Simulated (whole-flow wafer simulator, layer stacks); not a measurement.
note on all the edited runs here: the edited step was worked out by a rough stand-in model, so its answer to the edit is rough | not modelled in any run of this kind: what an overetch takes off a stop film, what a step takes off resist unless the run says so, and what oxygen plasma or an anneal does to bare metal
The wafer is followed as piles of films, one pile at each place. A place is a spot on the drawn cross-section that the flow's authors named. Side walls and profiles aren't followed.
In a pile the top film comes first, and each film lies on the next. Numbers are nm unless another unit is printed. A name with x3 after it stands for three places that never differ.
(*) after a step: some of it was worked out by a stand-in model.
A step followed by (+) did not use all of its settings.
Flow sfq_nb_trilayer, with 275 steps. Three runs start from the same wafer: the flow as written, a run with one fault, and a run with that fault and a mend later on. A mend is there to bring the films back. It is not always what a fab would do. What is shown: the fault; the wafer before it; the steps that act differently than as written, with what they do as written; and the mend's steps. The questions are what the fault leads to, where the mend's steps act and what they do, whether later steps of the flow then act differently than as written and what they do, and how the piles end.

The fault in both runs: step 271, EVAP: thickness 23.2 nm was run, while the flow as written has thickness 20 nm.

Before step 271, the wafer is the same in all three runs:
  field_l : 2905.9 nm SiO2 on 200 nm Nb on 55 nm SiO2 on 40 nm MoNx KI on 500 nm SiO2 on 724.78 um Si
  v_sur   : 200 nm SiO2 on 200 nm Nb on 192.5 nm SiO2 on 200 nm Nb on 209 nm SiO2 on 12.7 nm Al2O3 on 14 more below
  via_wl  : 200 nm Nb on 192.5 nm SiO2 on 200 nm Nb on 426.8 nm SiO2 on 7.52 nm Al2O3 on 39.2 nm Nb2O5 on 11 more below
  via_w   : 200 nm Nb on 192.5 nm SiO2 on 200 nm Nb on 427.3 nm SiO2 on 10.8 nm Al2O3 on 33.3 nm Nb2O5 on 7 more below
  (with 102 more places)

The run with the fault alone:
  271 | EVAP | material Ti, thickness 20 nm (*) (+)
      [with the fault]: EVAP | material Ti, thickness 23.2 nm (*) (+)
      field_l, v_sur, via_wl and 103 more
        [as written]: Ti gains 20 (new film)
        [with the fault]: Ti gains 23.2 (new film)
  Steps later in the flow that act otherwise than as written:
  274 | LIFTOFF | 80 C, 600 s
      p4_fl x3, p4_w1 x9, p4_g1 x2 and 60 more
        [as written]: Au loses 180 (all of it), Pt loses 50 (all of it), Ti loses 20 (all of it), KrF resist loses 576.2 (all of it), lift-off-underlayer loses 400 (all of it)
        [with the fault]: Au loses 180 (all of it), Pt loses 50 (all of it), Ti loses 23.2 (all of it), KrF resist loses 576.2 (all of it), lift-off-underlayer loses 400 (all of it)
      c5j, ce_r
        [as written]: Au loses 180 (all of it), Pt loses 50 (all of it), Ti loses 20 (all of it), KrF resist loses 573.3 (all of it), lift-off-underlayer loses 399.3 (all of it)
        [with the fault]: Au loses 180 (all of it), Pt loses 50 (all of it), Ti loses 23.2 (all of it), KrF resist loses 573.3 (all of it), lift-off-underlayer loses 399.3 (all of it)
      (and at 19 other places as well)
  At field_l, v_sur, via_wl and 8 more, the piles at the end differ from the flow's by more than 2% or 0.5 nm, whichever is larger.
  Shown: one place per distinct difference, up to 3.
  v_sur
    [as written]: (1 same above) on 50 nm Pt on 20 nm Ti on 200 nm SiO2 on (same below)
    [with the fault]: (1 same above) on 50 nm Pt on 23.2 nm Ti on 200 nm SiO2 on (same below)
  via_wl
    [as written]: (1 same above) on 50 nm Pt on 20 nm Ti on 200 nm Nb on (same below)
    [with the fault]: (1 same above) on 50 nm Pt on 23.2 nm Ti on 200 nm Nb on (same below)
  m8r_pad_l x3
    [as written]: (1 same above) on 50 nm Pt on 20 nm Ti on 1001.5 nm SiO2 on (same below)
    [with the fault]: (1 same above) on 50 nm Pt on 23.2 nm Ti on 1001.5 nm SiO2 on (same below)

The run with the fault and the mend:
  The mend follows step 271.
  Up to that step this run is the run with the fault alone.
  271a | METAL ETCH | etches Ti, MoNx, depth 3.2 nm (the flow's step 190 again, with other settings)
      field_l, v_sur, via_wl and 103 more
        Ti loses 3.2
  Later steps of the flow that are run all act as written at every place that is followed.
  The piles end the same as the flow's at every place that both follow.
